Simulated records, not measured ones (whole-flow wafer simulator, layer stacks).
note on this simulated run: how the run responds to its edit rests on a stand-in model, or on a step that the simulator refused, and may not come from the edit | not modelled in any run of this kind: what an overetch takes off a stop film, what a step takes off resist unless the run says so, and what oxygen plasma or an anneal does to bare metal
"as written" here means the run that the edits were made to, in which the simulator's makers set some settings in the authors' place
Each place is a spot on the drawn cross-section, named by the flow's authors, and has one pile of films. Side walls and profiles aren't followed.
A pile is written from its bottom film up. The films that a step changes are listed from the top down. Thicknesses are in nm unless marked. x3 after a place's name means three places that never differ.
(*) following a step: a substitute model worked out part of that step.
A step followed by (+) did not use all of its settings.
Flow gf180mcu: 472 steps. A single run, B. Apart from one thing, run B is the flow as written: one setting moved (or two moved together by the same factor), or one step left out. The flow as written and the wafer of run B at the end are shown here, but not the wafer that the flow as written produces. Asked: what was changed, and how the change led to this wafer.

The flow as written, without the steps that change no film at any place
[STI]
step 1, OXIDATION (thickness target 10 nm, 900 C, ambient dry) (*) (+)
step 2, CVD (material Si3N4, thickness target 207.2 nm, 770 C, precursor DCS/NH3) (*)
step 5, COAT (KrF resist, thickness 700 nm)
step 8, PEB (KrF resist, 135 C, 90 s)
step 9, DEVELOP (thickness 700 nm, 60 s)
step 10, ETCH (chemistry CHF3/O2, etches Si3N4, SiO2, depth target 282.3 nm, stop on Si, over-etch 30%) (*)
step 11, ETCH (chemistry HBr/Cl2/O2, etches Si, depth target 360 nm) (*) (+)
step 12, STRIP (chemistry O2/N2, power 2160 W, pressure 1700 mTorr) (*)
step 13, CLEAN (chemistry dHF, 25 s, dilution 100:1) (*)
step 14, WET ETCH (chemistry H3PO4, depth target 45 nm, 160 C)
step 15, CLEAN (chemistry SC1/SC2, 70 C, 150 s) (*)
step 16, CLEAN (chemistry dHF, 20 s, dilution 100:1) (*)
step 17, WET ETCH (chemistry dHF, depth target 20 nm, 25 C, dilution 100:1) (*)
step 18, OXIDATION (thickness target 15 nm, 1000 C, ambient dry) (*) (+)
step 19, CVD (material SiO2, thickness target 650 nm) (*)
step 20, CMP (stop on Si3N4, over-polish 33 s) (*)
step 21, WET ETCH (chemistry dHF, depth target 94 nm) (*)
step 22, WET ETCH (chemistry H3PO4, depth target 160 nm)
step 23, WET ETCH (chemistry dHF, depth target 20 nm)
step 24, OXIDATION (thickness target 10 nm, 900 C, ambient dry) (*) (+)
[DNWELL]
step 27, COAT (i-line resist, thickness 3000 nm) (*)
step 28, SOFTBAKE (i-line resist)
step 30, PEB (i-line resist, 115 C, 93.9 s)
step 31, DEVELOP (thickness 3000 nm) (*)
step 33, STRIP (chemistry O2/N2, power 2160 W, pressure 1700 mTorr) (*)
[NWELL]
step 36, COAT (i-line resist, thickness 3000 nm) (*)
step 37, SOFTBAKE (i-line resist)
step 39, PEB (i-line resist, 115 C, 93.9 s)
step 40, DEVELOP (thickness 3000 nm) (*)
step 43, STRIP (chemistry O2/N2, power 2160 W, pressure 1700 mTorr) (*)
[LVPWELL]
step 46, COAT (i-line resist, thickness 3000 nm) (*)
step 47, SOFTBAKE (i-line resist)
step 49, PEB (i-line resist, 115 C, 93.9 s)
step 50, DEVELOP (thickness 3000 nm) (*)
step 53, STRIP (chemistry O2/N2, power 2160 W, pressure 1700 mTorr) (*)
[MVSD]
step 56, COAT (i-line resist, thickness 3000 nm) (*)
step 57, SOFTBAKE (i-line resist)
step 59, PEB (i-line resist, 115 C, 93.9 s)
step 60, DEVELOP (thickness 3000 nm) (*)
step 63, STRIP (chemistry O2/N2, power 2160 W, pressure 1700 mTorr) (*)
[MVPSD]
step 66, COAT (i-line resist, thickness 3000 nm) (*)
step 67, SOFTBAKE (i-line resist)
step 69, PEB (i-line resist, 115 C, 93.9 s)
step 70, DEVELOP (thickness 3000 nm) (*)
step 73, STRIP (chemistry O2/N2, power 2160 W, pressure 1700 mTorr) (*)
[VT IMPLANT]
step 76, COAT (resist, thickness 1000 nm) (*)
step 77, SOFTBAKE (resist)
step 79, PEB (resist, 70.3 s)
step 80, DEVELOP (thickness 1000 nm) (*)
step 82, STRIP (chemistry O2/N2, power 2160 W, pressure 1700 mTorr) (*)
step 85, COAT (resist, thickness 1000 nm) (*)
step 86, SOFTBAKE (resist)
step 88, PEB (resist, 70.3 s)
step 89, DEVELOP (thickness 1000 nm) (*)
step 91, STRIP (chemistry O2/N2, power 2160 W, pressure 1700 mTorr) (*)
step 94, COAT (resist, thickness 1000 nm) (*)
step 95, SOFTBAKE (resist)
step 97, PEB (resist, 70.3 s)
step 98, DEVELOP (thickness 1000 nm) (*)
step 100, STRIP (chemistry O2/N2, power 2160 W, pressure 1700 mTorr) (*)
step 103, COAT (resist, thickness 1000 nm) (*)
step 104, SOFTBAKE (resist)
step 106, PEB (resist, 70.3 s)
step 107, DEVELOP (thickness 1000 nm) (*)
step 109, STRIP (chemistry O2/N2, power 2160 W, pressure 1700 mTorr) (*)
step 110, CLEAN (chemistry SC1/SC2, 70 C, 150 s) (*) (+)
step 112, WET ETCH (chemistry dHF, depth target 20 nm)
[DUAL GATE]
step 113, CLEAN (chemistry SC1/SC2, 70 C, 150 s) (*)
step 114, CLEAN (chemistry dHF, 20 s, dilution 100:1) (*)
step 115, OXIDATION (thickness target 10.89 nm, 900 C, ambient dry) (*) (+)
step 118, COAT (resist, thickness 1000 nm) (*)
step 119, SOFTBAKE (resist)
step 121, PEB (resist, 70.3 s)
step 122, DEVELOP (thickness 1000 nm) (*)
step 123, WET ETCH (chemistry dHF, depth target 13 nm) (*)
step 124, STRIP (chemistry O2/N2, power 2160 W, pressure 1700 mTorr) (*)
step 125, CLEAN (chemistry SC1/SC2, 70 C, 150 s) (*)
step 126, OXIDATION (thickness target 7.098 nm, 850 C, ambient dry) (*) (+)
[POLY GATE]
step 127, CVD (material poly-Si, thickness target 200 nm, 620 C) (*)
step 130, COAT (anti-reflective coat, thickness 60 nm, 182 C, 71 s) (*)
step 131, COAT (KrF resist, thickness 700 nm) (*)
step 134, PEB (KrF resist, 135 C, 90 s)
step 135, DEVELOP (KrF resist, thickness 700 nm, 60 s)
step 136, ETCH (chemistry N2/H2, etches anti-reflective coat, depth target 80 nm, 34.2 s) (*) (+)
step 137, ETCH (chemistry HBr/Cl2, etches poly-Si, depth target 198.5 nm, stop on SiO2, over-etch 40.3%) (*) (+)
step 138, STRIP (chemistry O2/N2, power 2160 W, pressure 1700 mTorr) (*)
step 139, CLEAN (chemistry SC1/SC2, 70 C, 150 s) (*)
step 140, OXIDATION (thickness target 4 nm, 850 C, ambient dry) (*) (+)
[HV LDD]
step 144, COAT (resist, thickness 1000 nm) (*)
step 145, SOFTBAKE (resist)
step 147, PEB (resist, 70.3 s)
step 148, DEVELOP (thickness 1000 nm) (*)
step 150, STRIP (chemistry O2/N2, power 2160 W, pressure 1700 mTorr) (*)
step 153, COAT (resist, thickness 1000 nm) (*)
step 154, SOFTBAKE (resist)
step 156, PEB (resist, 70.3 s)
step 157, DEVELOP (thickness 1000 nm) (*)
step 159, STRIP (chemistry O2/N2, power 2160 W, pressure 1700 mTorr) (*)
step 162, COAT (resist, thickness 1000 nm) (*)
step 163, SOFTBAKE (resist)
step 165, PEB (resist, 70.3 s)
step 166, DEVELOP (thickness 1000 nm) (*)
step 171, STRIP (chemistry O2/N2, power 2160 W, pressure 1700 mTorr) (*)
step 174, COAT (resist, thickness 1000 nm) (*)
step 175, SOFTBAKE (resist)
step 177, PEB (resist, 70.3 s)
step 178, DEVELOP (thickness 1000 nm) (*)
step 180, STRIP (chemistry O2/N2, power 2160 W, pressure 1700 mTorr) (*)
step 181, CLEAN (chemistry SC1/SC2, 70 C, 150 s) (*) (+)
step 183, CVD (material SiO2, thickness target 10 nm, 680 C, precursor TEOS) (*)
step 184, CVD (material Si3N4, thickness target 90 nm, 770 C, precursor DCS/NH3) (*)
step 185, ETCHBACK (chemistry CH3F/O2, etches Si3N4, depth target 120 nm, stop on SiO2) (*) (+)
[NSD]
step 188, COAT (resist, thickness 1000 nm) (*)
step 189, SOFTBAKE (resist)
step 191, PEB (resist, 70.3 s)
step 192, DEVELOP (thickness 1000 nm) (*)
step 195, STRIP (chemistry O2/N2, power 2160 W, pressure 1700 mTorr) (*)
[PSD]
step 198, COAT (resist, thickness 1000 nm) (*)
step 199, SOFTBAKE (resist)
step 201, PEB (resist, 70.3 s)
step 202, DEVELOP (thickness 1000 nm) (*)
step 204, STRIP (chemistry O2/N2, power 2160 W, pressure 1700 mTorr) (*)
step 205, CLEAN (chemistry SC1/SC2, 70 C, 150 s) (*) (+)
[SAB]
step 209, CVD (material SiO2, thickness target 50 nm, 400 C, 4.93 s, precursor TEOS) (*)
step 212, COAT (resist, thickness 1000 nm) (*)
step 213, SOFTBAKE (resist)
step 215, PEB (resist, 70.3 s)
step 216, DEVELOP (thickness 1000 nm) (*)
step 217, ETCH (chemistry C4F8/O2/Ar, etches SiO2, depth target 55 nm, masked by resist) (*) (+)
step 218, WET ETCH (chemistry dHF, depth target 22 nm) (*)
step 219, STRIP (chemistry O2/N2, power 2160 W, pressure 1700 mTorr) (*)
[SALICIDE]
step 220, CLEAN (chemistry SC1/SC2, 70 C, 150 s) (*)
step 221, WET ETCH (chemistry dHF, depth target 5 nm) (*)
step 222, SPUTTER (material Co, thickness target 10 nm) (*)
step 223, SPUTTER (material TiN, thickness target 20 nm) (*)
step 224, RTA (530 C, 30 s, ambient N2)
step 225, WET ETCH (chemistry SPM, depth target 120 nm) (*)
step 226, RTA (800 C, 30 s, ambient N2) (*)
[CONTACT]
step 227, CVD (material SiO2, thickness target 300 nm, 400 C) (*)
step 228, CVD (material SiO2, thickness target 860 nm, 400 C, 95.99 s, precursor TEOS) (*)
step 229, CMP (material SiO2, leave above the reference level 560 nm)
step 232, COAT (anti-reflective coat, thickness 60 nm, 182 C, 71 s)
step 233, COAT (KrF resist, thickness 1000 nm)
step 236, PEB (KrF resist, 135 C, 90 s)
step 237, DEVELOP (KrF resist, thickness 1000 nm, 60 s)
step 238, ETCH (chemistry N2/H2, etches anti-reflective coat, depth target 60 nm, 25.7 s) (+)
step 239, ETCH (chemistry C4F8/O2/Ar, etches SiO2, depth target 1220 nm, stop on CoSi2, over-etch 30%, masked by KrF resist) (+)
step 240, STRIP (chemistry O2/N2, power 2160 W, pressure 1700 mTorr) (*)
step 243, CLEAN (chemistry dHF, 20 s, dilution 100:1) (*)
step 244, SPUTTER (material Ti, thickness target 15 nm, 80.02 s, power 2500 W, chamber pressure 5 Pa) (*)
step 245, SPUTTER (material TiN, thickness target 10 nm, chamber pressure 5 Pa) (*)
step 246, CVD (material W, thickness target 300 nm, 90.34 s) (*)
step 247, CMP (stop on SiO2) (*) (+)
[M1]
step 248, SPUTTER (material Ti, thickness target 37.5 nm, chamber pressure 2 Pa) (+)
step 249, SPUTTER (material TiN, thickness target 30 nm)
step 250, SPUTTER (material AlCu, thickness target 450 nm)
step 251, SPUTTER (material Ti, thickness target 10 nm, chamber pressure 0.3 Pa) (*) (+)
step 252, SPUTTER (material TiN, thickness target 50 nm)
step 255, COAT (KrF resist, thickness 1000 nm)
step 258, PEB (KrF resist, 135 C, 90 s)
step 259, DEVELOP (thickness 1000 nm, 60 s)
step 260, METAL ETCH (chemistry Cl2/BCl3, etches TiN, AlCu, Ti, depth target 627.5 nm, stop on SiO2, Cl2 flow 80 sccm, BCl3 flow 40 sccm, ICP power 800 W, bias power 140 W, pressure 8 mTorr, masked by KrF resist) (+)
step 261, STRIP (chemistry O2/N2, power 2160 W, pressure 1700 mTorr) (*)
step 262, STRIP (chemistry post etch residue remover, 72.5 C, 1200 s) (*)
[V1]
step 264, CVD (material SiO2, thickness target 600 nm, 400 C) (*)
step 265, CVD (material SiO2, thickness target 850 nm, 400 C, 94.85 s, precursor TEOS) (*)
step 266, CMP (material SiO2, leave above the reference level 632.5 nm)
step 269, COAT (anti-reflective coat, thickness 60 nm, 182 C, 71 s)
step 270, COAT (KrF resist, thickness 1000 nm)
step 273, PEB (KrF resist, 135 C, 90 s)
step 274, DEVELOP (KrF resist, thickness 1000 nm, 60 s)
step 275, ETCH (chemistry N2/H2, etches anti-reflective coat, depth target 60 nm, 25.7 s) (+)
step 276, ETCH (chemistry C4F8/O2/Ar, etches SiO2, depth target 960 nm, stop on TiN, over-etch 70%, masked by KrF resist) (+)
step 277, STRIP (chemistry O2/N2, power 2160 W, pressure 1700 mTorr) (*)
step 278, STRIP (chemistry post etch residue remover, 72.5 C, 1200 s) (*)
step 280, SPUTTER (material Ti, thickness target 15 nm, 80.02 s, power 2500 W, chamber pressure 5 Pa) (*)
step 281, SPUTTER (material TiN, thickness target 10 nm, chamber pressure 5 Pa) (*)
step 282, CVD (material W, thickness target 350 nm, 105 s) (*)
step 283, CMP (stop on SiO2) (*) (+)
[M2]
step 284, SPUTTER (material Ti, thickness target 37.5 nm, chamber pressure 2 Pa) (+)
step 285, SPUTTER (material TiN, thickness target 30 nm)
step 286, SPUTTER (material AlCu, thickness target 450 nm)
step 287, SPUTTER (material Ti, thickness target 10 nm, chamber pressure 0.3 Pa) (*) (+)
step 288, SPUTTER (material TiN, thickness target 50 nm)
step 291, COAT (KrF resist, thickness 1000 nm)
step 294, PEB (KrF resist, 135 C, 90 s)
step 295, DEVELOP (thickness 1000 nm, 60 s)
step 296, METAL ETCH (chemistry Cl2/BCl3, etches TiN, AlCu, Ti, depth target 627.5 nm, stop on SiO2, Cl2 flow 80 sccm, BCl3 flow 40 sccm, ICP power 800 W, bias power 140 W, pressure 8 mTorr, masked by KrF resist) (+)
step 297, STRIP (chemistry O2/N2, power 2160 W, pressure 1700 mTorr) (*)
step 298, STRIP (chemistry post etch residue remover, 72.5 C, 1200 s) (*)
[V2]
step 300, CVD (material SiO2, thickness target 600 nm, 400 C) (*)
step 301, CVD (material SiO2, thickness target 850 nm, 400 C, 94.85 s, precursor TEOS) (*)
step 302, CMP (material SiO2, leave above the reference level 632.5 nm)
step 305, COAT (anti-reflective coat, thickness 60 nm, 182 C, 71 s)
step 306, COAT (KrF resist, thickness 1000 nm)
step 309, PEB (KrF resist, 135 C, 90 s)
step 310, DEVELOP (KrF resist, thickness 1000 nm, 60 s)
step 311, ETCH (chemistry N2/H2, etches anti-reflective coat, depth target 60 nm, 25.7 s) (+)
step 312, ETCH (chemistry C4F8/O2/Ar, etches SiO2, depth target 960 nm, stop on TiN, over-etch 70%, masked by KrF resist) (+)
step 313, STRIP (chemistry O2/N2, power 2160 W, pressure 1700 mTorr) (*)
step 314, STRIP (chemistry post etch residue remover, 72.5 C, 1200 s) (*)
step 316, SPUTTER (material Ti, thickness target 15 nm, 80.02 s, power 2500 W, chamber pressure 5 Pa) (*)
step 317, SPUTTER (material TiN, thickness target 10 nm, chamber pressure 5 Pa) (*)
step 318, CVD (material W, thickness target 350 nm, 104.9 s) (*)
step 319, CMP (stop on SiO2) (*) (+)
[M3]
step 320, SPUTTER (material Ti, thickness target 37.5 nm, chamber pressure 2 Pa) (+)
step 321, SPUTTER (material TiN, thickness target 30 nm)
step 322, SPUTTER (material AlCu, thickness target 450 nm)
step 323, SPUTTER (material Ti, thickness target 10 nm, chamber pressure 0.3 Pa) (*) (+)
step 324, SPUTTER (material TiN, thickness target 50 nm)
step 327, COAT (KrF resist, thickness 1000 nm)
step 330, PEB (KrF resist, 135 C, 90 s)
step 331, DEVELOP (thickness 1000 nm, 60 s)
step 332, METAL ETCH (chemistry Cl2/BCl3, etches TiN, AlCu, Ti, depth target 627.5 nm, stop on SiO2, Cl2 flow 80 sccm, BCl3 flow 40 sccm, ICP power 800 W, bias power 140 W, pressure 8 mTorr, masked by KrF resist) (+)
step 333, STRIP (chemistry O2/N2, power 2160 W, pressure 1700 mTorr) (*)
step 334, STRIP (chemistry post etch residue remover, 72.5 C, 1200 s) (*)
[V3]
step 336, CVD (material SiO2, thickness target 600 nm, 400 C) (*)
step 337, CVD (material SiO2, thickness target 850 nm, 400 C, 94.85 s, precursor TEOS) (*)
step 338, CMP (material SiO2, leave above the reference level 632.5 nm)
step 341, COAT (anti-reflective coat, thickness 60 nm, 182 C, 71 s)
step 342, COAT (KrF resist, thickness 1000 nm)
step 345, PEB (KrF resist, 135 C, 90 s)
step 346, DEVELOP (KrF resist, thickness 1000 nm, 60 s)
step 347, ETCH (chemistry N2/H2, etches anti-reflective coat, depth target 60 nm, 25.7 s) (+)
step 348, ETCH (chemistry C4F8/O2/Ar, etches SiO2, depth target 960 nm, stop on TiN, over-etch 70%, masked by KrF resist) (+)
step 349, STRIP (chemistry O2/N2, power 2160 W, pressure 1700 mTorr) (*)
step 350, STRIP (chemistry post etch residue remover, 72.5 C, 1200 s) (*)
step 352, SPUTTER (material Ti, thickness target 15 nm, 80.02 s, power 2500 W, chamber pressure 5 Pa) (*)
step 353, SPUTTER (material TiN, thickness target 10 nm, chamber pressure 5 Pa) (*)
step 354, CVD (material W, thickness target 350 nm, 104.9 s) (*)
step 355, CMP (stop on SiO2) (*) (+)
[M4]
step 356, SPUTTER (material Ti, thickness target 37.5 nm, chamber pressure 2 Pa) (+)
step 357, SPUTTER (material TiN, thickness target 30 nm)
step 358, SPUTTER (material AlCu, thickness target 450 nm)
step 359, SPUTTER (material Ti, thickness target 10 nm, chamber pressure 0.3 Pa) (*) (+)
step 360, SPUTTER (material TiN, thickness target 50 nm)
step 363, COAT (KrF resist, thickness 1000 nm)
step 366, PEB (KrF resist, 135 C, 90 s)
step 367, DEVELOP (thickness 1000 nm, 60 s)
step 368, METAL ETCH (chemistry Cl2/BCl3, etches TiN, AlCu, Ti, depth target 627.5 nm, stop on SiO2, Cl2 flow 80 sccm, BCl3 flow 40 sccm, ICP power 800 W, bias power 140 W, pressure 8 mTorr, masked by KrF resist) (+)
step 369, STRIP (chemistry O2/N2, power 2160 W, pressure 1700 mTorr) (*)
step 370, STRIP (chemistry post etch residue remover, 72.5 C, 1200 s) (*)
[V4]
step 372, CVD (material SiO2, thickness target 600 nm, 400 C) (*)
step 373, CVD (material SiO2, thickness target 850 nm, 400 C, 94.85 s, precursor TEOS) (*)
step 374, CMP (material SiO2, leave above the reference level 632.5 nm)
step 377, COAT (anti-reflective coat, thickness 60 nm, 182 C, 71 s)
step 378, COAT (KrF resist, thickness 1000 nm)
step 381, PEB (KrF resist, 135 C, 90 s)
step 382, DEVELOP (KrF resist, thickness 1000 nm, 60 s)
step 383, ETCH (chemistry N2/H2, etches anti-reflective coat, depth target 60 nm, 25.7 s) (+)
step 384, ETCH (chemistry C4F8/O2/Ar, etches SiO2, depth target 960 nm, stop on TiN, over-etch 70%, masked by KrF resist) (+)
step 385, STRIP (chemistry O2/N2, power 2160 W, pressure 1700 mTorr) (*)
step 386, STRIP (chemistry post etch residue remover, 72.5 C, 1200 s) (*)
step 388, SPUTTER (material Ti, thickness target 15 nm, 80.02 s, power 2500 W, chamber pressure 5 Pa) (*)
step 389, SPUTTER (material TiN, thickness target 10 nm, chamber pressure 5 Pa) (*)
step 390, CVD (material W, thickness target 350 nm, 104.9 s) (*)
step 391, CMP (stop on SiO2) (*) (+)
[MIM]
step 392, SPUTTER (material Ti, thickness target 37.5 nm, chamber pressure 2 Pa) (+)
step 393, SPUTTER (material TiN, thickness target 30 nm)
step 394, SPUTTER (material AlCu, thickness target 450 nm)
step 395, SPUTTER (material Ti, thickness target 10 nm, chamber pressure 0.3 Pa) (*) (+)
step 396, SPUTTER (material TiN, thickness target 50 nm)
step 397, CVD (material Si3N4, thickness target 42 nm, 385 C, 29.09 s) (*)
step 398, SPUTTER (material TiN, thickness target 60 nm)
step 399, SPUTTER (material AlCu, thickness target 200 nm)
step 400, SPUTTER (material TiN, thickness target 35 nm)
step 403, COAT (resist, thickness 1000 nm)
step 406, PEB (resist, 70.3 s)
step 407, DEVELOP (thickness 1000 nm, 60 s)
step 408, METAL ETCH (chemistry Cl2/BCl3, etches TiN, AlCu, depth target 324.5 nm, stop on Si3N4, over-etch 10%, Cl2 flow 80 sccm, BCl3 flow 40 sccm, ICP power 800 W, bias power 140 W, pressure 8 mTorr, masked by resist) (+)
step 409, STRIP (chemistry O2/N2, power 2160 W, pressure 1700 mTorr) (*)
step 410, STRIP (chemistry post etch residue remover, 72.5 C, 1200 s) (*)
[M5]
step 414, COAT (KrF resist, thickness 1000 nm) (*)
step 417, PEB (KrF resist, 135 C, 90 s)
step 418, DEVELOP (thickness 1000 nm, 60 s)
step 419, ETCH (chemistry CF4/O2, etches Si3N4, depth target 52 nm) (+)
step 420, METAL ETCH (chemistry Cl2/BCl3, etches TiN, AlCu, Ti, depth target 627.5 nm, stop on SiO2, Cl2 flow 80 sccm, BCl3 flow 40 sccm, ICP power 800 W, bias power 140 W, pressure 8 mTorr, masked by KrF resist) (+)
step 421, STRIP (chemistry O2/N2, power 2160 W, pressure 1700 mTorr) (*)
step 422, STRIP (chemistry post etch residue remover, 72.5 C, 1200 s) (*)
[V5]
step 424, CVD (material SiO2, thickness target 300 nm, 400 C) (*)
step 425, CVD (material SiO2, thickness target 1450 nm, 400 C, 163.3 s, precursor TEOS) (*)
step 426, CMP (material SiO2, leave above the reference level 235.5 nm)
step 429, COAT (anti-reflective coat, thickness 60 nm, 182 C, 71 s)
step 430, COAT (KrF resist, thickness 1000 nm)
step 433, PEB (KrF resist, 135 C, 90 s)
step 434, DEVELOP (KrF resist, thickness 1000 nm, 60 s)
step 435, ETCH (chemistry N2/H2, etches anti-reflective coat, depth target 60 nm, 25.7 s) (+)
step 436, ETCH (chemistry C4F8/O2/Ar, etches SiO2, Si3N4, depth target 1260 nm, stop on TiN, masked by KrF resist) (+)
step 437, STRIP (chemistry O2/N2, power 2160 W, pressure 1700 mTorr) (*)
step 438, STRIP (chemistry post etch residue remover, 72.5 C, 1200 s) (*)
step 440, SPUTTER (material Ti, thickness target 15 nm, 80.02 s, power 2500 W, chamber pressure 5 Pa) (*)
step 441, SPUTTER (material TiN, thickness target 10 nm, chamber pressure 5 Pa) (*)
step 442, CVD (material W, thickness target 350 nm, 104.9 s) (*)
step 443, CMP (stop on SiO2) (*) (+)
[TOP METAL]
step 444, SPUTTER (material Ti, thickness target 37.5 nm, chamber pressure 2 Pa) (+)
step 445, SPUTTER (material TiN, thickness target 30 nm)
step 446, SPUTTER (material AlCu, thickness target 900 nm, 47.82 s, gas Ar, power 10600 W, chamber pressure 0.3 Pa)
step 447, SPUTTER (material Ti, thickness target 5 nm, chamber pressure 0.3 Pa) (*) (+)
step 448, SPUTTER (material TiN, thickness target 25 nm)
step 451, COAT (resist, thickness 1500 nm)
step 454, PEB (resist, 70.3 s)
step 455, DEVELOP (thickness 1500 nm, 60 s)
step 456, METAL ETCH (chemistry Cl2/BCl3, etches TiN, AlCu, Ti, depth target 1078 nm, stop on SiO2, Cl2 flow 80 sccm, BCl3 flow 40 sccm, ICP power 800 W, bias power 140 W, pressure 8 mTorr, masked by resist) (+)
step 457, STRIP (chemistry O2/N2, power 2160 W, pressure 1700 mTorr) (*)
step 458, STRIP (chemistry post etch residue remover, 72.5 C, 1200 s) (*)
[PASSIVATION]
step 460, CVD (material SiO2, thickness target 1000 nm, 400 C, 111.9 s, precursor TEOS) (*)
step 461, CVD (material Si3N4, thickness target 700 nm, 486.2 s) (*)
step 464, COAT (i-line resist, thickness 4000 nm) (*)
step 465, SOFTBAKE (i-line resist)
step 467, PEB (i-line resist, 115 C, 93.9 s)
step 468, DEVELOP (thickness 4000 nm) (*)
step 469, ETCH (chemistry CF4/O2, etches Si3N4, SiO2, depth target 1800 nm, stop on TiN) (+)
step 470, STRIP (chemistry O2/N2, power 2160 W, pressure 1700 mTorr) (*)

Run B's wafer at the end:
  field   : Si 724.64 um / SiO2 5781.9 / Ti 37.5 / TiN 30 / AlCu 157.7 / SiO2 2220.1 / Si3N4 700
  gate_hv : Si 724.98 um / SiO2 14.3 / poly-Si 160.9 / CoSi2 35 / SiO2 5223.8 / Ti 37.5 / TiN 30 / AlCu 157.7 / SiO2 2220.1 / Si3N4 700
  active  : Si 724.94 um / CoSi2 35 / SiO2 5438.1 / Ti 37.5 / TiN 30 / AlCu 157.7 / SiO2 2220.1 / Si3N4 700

What caused this: step 420, METAL ETCH: depth target 345.1 nm was run, whereas the flow has depth target 627.5 nm.

The path from the change to this, step by step:
  step 420, METAL ETCH (chemistry Cl2/BCl3, etches TiN, AlCu, Ti, depth target 627.5 nm, stop on SiO2, Cl2 flow 80 sccm, BCl3 flow 40 sccm, ICP power 800 W, bias power 140 W, pressure 8 mTorr, masked by KrF resist) (+)
      field, field__w1, field__w2 and 101 more: -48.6 TiN (all of it), -10 Ti (all of it), -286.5 AlCu (it would be, as written: -48.6 TiN (all of it), -10 Ti (all of it), -450 AlCu (all of it), -30 TiN (all of it), -37.5 Ti (all of it))
      field__w4, field__w8, contact, m1, m1__w1, mim, mim_1p0, m1_nw: -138 KrF resist (it would be, as written: -251 KrF resist)
  step 421, STRIP (chemistry O2/N2, power 2160 W, pressure 1700 mTorr) (*)
      field__w8, m1__w1: -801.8 KrF resist (all of it) (it would be, as written: -688.9 KrF resist (all of it))
      contact, m1: -802.3 KrF resist (all of it) (it would be, as written: -689.3 KrF resist (all of it))
      (and at 4 other places as well)
  step 422, STRIP (chemistry post etch residue remover, 72.5 C, 1200 s) (*)
      field, field__w1, field__w2 and 101 more: -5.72 AlCu (it would be, as written: nothing)
  step 424, CVD (material SiO2, thickness target 300 nm, 400 C) (*)
      field, field__w1, field__w2 and 101 more: +300 SiO2 (new film) (it would be, as written: +300 SiO2)
  step 426, CMP (material SiO2, leave above the reference level 235.5 nm)
      field, field__w1, field__w5 and 92 more: -526.1 SiO2 (it would be, as written: -300.8 SiO2)
      field__w2, field__w3, field__w12 and 6 more: -508.2 SiO2 (it would be, as written: -272.7 SiO2)
Taking metal films that touch as one body, field has 1 body; the flow as written gives 0 bodies.
Taking metal films that touch as one body, gate_hv has 2 bodies (between them, from the top down: SiO2 5223.8); the flow as written gives 1 body.
Taking metal films that touch as one body, active has 2 bodies (between them, from the top down: SiO2 5438.1); the flow as written gives 1 body.
